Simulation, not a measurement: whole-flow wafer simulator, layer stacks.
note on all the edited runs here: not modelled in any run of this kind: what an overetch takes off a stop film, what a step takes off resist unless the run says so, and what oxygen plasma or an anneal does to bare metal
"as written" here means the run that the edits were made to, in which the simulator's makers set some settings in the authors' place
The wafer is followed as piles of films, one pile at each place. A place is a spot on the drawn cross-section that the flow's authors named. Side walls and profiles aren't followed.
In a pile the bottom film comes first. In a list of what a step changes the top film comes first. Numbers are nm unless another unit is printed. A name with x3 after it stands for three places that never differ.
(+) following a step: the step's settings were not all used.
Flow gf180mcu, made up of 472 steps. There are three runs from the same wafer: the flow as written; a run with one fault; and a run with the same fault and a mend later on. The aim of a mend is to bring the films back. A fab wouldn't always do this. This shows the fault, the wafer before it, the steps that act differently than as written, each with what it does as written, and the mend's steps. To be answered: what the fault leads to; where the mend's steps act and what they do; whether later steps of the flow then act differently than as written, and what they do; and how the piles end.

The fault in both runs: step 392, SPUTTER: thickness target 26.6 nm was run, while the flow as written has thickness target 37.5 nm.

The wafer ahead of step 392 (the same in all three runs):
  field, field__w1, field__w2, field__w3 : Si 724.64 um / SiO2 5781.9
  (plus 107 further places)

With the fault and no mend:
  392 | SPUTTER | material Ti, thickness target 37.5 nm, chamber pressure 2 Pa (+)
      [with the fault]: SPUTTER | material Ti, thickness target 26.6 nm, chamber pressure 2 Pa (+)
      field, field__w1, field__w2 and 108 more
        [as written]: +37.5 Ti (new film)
        [with the fault]: +26.6 Ti (new film)
  Later steps of the flow acting differently than as written (not shown: 1 more step that differs only slightly, by at most 2% or 0.5 nm, whichever is larger):
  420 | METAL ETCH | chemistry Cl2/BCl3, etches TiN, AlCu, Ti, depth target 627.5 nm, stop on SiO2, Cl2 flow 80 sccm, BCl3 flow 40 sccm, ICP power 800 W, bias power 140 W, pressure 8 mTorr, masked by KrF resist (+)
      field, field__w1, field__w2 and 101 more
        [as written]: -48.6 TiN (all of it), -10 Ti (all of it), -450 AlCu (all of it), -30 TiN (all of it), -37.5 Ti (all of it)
        [with the fault]: -48.6 TiN (all of it), -10 Ti (all of it), -450 AlCu (all of it), -30 TiN (all of it), -26.6 Ti (all of it)
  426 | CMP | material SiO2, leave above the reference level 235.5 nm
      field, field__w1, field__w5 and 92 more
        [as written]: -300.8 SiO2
        [with the fault]: -311.7 SiO2
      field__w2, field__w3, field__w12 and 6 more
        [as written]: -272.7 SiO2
        [with the fault]: -284.1 SiO2
  At field__w4, field__w8, contact, m1, m1__w1, mim, mim_1p0, m1_nw, the piles at the end differ from the flow's by more than 2% or 0.5 nm, whichever is larger.
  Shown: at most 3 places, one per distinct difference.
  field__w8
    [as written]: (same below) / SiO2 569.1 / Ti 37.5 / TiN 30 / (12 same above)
    [with the fault]: (same below) / SiO2 569.1 / Ti 26.6 / TiN 30 / (12 same above)
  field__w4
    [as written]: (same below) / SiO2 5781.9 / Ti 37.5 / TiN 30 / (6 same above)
    [with the fault]: (same below) / SiO2 5781.9 / Ti 26.6 / TiN 30 / (6 same above)
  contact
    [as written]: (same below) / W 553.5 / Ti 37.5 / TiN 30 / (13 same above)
    [with the fault]: (same below) / W 553.5 / Ti 26.6 / TiN 30 / (13 same above)

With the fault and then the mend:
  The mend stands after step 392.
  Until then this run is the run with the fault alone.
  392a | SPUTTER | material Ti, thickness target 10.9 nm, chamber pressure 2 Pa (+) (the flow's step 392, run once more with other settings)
      field, field__w1, field__w2 and 108 more
        +10.9 Ti
  Later steps of the flow that are run all act as written at every place that is followed.
  At every place that both follow, the piles at the end match the flow's.
